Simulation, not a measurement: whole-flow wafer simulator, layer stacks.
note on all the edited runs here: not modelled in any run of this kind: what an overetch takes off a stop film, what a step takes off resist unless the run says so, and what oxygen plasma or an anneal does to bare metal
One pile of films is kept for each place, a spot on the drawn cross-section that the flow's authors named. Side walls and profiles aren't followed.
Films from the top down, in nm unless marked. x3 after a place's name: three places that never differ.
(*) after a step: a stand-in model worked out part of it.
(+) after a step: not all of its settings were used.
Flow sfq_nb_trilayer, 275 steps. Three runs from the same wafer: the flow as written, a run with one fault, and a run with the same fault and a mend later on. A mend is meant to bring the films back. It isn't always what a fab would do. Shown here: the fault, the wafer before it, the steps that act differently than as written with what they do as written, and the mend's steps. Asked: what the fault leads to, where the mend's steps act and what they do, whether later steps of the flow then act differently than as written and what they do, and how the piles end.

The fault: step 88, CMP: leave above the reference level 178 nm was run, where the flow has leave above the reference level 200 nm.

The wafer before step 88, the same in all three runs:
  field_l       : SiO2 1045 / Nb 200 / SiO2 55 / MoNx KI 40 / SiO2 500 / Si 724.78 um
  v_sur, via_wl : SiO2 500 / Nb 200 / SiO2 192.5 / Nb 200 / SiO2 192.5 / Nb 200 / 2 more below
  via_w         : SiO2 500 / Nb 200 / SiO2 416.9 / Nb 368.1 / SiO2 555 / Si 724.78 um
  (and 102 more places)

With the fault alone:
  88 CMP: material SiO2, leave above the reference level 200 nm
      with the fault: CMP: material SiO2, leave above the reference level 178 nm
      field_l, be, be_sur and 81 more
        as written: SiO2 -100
        with the fault: SiO2 -122
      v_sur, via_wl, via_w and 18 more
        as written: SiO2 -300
        with the fault: SiO2 -322
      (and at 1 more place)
  Later steps of the flow that act differently than as written (3 more steps differ only slightly, by at most 2% or 0.5 nm, whichever is larger, and aren't shown):
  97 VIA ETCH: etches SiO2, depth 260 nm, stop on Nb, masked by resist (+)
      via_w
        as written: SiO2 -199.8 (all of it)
        with the fault: SiO2 -177.8 (all of it)
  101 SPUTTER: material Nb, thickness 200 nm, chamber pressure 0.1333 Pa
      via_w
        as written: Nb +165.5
        with the fault: Nb +170.3
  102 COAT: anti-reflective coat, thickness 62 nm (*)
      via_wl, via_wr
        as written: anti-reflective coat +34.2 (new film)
        with the fault: anti-reflective coat +35.3 (new film)
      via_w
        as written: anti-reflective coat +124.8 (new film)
        with the fault: anti-reflective coat +119.8 (new film)
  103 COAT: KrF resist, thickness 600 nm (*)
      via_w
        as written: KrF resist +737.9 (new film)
        with the fault: KrF resist +719.8 (new film)
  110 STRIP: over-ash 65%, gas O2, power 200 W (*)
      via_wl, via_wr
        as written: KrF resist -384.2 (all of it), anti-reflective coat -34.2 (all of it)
        with the fault: KrF resist -386 (all of it), anti-reflective coat -35.3 (all of it)
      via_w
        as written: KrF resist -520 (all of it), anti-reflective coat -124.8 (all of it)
        with the fault: KrF resist -501.9 (all of it), anti-reflective coat -119.8 (all of it)
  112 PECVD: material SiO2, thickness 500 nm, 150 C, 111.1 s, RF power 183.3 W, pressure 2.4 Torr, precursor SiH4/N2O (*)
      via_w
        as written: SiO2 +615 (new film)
        with the fault: SiO2 +588.2 (new film)
  At the end the piles differ from the flow's by more than 2% or 0.5 nm, whichever is larger, at v_sur, via_wl, via_w and 29 more.
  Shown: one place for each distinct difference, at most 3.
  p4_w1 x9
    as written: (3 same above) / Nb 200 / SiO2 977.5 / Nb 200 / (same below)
    with the fault: (3 same above) / Nb 200 / SiO2 955.5 / Nb 200 / (same below)
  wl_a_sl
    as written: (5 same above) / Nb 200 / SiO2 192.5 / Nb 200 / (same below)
    with the fault: (5 same above) / Nb 200 / SiO2 170.5 / Nb 200 / (same below)
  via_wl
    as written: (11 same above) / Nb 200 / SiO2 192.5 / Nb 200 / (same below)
    with the fault: (11 same above) / Nb 200 / SiO2 170.5 / Nb 200 / (same below)

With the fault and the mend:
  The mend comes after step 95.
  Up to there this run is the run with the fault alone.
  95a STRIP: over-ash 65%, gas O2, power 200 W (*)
      field_l, v_sur, via_wl and 102 more
        KrF resist -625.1 (all of it), anti-reflective coat -62 (all of it)
      via_w
        anti-reflective coat -62 (all of it)
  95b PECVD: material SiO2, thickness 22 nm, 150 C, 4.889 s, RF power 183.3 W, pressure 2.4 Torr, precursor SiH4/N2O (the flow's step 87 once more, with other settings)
      field_l, v_sur, via_wl and 103 more
        SiO2 +22
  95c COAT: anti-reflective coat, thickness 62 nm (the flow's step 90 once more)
      field_l, v_sur, via_wl and 103 more
        anti-reflective coat +62 (new film)
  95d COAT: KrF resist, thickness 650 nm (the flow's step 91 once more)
      field_l, v_sur, via_wl and 103 more
        KrF resist +650 (new film)
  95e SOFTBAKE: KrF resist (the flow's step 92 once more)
      changes no film at any place that is followed
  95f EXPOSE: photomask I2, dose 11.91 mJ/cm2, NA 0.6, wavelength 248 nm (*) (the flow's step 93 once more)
      changes no film at any place that is followed
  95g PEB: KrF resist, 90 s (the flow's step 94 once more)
      field_l, v_sur, via_wl and 103 more
        KrF resist -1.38
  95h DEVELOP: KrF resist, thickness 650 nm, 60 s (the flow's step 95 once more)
      field_l, v_sur, via_wl and 102 more
        KrF resist -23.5
      via_w
        KrF resist -648.6 (all of it)
  No later step of the flow acts differently than as written, at any place that is followed, by more than 2% or 0.5 nm, whichever is larger.
  At the end the piles are the same as the flow's at every place that both follow.
